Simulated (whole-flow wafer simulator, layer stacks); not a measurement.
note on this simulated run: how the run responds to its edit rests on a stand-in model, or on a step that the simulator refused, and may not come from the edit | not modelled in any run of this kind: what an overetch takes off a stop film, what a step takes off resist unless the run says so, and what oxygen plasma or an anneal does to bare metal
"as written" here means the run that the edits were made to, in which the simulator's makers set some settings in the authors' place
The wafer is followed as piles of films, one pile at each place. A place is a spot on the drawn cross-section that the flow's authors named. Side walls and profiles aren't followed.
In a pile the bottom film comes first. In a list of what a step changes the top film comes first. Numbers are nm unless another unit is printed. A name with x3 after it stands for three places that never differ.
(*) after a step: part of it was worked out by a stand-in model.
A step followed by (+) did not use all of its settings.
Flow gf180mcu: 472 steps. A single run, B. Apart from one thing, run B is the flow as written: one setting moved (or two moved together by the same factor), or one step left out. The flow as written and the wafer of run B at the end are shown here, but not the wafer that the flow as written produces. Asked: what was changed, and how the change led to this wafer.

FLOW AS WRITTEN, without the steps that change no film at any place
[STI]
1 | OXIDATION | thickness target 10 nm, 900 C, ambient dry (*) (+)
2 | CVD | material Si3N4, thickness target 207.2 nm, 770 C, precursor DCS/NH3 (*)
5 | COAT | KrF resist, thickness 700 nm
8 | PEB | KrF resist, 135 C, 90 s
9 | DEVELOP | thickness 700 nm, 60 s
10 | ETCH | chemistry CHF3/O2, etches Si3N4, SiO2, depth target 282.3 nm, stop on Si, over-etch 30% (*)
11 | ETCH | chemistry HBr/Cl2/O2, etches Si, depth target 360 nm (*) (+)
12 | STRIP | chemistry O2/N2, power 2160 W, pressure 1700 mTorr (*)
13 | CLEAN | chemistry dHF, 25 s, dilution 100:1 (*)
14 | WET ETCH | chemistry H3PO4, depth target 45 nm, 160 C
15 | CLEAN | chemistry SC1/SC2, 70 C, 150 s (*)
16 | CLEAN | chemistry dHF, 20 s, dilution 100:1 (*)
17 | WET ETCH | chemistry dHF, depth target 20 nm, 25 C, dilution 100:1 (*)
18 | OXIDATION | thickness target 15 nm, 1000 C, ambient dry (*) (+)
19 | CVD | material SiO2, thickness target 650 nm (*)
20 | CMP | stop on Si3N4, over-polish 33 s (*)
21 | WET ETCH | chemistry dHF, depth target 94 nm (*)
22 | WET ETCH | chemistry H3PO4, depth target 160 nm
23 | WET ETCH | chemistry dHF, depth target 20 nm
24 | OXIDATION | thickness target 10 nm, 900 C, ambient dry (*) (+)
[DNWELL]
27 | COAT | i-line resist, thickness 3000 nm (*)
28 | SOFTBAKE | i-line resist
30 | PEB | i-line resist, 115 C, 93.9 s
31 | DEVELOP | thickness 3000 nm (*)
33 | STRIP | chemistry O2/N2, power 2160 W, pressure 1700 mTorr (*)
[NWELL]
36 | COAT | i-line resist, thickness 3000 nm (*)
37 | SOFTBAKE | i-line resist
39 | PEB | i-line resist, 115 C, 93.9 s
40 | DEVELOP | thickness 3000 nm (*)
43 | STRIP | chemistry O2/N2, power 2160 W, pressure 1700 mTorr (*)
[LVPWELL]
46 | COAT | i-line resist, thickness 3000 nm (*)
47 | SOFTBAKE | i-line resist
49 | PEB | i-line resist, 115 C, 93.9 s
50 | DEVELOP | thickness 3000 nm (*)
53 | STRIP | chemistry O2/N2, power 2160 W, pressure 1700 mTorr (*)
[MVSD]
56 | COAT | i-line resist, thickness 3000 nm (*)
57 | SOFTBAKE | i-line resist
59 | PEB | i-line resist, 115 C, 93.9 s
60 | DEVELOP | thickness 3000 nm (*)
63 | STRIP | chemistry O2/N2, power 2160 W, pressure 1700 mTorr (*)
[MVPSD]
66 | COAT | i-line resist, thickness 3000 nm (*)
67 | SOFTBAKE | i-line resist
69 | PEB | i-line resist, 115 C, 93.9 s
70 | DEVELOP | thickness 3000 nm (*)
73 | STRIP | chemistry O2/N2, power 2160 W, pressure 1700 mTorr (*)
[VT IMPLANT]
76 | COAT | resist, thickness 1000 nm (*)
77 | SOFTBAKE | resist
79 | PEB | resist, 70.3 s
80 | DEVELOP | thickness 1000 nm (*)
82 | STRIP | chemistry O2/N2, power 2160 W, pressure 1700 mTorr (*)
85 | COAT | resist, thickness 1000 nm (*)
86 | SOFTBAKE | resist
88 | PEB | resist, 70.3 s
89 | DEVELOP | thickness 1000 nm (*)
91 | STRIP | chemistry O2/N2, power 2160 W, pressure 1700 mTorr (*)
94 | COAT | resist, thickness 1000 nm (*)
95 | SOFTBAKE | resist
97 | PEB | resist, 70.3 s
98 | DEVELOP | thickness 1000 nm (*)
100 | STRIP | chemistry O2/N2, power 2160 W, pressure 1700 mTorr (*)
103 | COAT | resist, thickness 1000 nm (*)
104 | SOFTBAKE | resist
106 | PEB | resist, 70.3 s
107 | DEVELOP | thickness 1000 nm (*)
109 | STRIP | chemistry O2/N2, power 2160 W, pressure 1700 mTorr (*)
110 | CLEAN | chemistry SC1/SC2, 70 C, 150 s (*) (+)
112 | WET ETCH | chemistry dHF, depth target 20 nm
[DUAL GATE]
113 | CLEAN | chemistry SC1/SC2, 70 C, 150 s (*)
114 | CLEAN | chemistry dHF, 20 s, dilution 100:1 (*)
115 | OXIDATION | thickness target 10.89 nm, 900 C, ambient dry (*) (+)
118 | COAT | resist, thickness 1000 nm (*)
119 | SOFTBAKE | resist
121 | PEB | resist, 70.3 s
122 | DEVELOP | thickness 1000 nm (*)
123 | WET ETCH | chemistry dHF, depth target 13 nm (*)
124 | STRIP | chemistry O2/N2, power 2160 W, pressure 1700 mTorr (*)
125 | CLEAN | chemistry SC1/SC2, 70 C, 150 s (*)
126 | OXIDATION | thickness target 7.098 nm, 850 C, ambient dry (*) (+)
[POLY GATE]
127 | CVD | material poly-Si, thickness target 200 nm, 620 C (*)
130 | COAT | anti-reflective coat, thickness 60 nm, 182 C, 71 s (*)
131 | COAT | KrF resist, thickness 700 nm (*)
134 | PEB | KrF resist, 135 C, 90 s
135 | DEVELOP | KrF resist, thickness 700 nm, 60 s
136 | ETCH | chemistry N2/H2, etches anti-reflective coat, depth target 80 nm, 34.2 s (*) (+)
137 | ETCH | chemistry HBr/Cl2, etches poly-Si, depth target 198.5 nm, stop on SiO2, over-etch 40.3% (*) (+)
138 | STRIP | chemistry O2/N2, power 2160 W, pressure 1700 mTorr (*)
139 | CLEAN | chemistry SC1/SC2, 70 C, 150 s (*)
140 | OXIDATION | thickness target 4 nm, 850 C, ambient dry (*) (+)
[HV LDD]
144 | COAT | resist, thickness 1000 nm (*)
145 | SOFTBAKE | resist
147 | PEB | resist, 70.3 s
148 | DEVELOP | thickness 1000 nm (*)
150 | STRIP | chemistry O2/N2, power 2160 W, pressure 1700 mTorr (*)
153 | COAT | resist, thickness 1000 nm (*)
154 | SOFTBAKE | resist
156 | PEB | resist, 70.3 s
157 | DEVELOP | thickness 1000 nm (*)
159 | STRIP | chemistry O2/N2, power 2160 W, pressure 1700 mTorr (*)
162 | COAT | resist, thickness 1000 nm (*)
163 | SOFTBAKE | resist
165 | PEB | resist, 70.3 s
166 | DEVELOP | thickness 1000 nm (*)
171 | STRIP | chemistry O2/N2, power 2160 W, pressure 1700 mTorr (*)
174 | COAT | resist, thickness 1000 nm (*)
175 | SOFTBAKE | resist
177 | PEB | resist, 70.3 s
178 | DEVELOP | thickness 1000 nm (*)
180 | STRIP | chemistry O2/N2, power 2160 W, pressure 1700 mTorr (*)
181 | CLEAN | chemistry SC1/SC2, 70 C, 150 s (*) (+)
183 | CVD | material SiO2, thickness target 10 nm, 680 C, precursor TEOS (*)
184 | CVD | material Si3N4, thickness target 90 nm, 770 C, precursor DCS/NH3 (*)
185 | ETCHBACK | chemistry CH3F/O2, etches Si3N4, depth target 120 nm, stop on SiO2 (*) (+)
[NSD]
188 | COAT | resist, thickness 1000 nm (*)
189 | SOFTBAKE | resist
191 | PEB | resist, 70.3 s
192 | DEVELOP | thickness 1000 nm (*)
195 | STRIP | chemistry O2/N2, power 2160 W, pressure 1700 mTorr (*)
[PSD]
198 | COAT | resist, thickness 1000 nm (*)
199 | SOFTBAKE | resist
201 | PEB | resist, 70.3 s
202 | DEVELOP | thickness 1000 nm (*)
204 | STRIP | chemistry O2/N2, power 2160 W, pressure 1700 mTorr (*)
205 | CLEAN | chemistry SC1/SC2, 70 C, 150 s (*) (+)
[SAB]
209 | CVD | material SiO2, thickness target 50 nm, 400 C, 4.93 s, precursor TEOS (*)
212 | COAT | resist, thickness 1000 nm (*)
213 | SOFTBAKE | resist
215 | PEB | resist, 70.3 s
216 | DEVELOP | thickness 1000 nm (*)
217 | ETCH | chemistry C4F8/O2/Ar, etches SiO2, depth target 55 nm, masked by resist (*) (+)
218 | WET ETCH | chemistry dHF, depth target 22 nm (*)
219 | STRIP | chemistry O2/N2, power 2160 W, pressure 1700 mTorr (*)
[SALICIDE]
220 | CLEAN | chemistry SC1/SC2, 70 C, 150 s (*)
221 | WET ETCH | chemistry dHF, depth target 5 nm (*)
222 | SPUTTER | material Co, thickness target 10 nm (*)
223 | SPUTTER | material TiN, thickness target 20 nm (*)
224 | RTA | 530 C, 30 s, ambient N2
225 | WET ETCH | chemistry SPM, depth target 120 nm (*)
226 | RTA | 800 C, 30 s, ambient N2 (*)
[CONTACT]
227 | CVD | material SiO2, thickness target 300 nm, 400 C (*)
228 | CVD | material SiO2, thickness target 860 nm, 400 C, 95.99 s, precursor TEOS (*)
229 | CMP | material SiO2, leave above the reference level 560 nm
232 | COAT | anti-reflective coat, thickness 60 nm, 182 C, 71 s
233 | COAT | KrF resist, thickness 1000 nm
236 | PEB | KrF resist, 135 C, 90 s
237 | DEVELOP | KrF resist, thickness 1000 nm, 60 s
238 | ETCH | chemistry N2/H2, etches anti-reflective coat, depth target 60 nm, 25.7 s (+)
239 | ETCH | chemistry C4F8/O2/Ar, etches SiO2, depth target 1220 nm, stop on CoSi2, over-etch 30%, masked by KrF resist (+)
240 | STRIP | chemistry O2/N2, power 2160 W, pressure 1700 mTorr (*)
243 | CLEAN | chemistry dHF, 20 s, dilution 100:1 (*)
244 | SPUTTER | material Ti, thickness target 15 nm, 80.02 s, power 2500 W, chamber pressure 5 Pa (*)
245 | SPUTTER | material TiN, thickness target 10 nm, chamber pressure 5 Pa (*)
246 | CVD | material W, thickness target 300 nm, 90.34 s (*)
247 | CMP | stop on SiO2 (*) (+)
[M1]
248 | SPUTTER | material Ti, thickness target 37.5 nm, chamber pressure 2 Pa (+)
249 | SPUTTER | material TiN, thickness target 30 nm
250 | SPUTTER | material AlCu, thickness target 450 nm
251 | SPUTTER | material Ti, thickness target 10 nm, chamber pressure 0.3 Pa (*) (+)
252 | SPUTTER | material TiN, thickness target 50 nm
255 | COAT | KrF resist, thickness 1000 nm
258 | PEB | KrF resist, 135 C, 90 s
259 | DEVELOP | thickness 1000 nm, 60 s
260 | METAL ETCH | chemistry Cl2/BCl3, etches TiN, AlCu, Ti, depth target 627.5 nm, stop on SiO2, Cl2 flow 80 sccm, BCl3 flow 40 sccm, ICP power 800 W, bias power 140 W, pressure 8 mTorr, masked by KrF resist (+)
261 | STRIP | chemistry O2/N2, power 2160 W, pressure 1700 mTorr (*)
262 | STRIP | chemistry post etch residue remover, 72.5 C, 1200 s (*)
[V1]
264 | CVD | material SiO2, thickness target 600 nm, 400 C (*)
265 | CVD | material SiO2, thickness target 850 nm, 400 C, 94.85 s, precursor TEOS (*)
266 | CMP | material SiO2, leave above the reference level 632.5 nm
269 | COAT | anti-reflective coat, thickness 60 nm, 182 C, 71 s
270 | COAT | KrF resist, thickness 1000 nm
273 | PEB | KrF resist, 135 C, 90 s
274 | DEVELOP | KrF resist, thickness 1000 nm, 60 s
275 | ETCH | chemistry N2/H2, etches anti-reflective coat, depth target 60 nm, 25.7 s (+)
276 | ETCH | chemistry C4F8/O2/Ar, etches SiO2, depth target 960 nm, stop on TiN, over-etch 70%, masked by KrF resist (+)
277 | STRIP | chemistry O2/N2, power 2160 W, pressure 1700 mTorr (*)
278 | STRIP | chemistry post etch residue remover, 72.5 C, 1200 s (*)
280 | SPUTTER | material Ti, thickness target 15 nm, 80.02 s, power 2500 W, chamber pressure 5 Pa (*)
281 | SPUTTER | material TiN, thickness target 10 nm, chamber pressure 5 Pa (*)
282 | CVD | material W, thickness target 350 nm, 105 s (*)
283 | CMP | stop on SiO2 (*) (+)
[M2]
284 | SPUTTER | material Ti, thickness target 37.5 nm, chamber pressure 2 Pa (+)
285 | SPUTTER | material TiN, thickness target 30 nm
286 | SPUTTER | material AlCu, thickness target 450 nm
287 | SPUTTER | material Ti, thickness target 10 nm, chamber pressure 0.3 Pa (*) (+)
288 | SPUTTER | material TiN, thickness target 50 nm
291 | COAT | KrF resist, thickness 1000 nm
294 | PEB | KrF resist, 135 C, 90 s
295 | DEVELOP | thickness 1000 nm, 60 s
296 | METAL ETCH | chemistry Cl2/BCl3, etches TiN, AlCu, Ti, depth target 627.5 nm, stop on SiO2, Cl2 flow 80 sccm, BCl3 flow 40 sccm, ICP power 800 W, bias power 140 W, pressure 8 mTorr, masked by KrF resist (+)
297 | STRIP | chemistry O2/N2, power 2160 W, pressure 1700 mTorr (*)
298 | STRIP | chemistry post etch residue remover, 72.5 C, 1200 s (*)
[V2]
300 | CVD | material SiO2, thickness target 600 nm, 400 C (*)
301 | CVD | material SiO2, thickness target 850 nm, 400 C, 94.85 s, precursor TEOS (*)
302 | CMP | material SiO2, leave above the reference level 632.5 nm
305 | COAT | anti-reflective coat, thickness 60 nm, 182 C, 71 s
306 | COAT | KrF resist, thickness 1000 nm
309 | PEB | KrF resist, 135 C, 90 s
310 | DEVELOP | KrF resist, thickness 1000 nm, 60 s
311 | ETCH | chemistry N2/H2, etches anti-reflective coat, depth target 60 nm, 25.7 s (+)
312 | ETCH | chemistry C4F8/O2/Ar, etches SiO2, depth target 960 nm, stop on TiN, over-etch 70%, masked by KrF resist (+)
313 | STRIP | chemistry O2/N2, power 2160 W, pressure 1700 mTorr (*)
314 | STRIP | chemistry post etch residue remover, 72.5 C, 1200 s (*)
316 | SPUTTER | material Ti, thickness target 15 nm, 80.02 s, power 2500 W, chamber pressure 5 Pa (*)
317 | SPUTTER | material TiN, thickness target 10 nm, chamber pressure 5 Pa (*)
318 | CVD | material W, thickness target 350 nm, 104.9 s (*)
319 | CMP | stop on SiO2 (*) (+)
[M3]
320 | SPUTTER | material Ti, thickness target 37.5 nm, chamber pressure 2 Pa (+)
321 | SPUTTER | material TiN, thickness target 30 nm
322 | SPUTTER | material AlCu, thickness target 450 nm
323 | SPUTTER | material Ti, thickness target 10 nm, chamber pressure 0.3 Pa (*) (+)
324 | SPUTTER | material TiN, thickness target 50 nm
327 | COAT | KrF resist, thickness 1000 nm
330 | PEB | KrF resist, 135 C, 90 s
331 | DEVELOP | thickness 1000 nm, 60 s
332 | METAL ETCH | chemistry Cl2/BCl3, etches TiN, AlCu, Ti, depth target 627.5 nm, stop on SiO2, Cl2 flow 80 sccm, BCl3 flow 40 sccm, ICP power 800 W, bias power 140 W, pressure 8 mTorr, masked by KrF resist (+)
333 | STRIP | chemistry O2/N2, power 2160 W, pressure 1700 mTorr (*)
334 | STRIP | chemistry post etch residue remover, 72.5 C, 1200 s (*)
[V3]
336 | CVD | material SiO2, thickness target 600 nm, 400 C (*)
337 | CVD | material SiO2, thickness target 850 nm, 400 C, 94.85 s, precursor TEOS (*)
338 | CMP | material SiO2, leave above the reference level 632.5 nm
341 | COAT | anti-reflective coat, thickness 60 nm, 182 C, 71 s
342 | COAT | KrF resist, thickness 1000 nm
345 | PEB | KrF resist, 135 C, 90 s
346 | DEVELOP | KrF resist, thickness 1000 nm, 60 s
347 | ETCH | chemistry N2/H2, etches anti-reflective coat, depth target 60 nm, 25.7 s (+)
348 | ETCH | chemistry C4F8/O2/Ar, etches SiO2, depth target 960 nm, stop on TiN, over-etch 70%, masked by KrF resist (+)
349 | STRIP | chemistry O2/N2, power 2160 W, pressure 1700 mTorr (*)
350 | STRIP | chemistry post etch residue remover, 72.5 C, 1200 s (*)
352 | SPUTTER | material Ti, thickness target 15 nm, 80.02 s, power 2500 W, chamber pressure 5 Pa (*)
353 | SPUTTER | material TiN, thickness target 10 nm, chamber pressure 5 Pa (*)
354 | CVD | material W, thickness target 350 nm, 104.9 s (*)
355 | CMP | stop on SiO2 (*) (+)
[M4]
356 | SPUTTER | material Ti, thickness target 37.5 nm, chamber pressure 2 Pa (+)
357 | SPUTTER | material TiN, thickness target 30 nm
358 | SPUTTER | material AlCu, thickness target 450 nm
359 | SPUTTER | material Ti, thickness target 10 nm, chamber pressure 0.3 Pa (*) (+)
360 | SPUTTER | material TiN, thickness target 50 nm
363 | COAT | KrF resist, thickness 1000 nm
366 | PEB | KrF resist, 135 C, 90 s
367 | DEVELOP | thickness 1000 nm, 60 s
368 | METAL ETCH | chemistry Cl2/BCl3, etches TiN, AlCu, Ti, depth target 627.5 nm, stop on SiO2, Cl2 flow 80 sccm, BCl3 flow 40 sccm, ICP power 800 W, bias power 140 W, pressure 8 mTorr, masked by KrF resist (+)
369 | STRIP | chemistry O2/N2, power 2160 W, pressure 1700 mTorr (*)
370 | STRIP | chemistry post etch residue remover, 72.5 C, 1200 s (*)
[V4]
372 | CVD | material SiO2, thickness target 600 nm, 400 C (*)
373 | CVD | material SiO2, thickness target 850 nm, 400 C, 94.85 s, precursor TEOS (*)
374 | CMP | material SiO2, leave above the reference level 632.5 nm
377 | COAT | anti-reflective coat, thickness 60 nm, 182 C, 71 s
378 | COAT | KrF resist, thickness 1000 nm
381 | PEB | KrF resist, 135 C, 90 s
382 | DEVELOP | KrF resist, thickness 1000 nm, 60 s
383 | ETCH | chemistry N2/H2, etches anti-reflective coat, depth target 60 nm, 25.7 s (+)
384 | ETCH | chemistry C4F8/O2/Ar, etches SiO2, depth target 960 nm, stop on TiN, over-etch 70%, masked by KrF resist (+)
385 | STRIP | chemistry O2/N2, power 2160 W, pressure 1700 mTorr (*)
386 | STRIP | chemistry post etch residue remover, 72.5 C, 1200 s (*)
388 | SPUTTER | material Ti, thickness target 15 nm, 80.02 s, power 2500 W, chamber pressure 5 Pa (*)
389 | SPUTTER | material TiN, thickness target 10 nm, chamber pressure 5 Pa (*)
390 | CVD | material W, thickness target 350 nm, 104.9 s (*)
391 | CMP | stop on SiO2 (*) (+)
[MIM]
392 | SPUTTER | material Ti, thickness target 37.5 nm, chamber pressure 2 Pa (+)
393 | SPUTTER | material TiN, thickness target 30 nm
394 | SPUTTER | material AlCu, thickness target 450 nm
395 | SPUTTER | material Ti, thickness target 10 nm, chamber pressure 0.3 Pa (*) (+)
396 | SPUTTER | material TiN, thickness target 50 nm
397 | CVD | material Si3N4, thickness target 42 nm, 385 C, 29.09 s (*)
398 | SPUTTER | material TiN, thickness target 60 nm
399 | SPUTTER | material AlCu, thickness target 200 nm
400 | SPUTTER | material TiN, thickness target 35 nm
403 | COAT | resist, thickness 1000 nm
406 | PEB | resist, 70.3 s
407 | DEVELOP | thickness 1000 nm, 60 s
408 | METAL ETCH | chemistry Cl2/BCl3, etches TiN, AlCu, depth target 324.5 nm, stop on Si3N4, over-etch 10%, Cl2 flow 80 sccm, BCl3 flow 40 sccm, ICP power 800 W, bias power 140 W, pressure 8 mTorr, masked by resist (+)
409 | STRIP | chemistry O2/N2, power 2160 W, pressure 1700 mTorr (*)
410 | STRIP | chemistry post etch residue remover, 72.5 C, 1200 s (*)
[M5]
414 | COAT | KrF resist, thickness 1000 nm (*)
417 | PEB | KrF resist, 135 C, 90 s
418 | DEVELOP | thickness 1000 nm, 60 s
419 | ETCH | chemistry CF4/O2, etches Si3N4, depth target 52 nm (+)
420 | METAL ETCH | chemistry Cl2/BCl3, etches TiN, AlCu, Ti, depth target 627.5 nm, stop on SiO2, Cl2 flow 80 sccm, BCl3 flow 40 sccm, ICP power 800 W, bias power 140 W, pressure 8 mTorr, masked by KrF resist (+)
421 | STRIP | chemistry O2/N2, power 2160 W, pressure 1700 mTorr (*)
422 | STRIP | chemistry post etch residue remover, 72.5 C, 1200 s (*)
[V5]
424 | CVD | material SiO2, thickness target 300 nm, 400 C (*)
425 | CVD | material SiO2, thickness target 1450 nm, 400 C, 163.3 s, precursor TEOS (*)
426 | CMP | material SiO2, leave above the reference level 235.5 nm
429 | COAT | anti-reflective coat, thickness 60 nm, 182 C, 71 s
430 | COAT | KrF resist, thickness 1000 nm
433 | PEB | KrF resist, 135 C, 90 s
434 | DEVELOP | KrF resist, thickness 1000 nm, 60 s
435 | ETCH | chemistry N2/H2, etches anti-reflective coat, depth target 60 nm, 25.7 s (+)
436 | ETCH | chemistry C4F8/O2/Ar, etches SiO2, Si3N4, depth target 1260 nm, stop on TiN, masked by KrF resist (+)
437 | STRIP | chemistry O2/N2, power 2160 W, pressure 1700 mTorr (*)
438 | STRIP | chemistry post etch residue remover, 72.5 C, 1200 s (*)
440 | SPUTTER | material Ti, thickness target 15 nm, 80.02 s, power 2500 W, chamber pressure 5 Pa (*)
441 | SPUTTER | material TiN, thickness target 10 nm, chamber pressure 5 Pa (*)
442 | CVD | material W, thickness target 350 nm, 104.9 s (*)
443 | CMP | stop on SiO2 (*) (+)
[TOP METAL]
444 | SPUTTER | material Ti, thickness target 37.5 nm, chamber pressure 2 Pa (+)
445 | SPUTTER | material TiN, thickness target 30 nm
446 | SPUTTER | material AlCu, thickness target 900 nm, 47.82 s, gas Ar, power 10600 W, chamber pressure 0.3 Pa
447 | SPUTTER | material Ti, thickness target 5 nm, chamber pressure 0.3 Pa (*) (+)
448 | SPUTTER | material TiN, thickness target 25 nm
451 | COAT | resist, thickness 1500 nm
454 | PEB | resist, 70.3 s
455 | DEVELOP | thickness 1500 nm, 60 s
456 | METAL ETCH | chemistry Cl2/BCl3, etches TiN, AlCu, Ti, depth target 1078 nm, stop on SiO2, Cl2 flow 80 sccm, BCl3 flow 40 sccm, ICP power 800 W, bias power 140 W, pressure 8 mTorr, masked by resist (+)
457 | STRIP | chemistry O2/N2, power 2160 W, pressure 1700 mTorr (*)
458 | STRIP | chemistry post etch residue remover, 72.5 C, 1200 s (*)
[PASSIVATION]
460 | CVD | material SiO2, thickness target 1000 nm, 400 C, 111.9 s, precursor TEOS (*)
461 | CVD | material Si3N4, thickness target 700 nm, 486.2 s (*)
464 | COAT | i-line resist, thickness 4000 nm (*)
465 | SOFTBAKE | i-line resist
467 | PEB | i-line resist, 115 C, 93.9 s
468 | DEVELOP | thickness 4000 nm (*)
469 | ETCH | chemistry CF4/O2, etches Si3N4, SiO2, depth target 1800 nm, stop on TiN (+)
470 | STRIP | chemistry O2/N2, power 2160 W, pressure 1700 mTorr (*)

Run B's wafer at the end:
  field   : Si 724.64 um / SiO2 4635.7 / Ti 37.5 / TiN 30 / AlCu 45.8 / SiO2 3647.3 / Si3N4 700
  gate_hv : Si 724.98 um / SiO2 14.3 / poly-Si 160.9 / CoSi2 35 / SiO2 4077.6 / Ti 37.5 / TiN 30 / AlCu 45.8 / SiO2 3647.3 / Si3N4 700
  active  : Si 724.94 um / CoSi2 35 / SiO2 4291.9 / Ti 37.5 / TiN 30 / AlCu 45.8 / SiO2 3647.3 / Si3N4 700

The reason: step 358, SPUTTER: thickness target 619 nm was run, whereas the flow has thickness target 450 nm.

The path from the change to this, step by step:
  358 | SPUTTER | material AlCu, thickness target 450 nm
      field, field__w1, field__w2 and 108 more: +619 AlCu (new film) (in the flow as written it would be: +450 AlCu (new film))
  368 | METAL ETCH | chemistry Cl2/BCl3, etches TiN, AlCu, Ti, depth target 627.5 nm, stop on SiO2, Cl2 flow 80 sccm, BCl3 flow 40 sccm, ICP power 800 W, bias power 140 W, pressure 8 mTorr, masked by KrF resist (+)
      field, field__w1, field__w2 and 103 more: -50 TiN (all of it), -10 Ti (all of it), -567.5 AlCu (in the flow as written it would be: -50 TiN (all of it), -10 Ti (all of it), -450 AlCu (all of it), -30 TiN (all of it), -37.5 Ti (all of it))
  370 | STRIP | chemistry post etch residue remover, 72.5 C, 1200 s (*)
      field, field__w1, field__w2 and 103 more: -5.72 AlCu (in the flow as written it would be: nothing)
  372 | CVD | material SiO2, thickness target 600 nm, 400 C (*)
      field, field__w1, field__w2 and 103 more: +600 SiO2 (new film) (in the flow as written it would be: +600 SiO2)
  374 | CMP | material SiO2, leave above the reference level 632.5 nm
      field, field__w1, field__w2 and 103 more: -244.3 SiO2 (in the flow as written it would be: -300 SiO2)
Taking metal films that touch as one body, field has 1 body; the flow as written gives 0 bodies.
Taking metal films that touch as one body, gate_hv has 2 bodies (between them, from the top down: SiO2 4077.6); the flow as written gives 1 body.
Taking metal films that touch as one body, active has 2 bodies (between them, from the top down: SiO2 4291.9); the flow as written gives 1 body.
